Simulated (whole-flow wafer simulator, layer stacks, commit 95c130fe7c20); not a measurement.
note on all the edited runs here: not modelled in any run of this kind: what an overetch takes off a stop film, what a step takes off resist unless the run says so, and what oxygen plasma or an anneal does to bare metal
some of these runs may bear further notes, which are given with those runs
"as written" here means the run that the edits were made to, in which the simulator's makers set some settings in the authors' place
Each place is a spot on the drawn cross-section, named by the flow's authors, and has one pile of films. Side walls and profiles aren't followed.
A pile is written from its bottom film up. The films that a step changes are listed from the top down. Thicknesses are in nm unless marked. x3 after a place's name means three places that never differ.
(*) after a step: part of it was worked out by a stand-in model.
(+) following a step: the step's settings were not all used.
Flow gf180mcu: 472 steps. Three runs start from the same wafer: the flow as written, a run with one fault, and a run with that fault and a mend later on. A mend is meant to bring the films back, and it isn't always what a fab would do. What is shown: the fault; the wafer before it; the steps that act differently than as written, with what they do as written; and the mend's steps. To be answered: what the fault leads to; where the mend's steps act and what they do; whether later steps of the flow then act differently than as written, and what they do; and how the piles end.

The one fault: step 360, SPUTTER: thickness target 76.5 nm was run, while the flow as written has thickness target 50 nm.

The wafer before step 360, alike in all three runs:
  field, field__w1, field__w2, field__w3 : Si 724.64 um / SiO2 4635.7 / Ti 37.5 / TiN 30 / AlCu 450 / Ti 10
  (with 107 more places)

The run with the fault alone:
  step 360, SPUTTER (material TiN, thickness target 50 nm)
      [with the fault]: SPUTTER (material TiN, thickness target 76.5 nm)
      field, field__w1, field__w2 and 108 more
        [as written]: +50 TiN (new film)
        [with the fault]: +76.5 TiN (new film)
  Steps later in the flow that act otherwise than as written (not shown: 3 more steps that differ only slightly, by at most 2% or 0.5 nm, whichever is larger):
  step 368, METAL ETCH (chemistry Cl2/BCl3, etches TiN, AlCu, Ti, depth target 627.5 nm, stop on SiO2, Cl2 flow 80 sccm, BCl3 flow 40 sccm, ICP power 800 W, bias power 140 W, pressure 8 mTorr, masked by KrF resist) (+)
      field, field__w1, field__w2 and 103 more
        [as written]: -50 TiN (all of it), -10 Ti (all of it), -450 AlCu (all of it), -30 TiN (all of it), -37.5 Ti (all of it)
        [with the fault]: -76.5 TiN (all of it), -10 Ti (all of it), -450 AlCu (all of it), -30 TiN (all of it), -37.5 Ti (all of it)
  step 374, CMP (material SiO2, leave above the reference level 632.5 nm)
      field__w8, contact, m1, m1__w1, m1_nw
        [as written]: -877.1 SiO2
        [with the fault]: -903.6 SiO2
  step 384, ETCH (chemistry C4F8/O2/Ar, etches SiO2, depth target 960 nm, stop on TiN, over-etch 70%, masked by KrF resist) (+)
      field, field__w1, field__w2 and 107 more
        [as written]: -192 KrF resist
        [with the fault]: -185.6 KrF resist
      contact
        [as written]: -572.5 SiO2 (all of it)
        [with the fault]: -546 SiO2 (all of it)
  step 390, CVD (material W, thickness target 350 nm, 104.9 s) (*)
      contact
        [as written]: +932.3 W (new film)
        [with the fault]: +905.5 W (new film)
  The piles end different from the flow's at field__w8, contact, m1, m1__w1, m1_nw by more than 2% or 0.5 nm, whichever is larger.
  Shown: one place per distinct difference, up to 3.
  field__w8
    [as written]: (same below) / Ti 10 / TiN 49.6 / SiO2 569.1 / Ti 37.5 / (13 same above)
    [with the fault]: (same below) / Ti 10 / TiN 76.1 / SiO2 542.6 / Ti 37.5 / (13 same above)
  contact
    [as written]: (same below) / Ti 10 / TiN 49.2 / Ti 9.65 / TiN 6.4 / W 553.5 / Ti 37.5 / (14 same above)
    [with the fault]: (same below) / Ti 10 / TiN 75.7 / Ti 9.8 / TiN 6.5 / W 526.8 / Ti 37.5 / (14 same above)

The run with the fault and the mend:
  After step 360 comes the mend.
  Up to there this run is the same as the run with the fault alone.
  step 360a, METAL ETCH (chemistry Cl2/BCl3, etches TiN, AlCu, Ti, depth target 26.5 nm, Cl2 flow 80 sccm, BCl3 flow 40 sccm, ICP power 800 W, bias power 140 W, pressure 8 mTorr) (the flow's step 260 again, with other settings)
      field, field__w1, field__w2 and 108 more
        -26.5 TiN
  Every later step of the flow that is run acts as written at every place that is followed.
  By the end, the piles equal the flow's at every place that both follow.
